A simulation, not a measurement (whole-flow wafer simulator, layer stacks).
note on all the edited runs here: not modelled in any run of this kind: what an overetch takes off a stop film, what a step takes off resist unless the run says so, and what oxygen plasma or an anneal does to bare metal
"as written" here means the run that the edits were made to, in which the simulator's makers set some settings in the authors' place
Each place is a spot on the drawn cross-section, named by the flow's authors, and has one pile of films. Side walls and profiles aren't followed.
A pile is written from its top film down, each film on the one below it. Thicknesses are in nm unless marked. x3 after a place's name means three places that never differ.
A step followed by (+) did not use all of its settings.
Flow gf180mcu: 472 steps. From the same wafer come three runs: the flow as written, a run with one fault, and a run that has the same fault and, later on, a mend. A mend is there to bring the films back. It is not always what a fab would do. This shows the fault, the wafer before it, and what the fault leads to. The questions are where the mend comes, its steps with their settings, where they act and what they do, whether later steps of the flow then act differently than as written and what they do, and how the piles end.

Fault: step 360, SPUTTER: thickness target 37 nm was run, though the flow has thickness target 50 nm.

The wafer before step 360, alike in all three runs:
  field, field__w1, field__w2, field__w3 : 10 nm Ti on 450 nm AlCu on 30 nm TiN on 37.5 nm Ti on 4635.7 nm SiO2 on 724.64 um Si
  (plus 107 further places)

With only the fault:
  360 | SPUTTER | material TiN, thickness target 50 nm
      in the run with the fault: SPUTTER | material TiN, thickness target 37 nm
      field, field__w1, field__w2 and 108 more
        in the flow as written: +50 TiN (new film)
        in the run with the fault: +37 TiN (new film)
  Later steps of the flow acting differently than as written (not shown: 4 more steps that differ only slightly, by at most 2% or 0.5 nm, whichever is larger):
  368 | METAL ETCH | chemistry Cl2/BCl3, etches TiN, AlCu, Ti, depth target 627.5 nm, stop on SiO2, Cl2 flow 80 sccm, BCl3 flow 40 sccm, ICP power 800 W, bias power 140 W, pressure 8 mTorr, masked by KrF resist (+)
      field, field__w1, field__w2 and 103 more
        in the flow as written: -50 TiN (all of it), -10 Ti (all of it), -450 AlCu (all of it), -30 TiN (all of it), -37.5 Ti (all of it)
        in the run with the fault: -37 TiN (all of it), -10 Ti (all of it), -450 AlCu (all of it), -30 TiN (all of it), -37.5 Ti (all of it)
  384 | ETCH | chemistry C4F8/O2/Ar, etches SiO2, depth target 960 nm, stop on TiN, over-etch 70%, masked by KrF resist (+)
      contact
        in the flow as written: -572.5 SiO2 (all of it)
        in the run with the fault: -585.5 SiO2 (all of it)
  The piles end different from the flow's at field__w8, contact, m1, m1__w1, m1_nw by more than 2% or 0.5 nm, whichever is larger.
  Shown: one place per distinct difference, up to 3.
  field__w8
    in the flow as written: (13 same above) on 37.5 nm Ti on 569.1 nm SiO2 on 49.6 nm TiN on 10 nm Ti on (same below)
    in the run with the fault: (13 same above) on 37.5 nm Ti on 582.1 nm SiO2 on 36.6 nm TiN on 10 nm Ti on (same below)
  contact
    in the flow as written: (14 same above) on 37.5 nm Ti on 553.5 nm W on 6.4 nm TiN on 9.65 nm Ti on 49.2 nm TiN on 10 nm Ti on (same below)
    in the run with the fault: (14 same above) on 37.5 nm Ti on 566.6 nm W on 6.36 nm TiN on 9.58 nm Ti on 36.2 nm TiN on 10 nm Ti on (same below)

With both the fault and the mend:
  The mend stands after step 360.
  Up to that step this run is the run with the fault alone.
  360a | SPUTTER | material TiN, thickness target 13 nm (a further turn of the flow's step 360, with different settings)
      field, field__w1, field__w2 and 108 more
        +13 TiN
  Later steps of the flow that are run all act as written at every place that is followed.
  At every place that both follow, the piles at the end match the flow's.
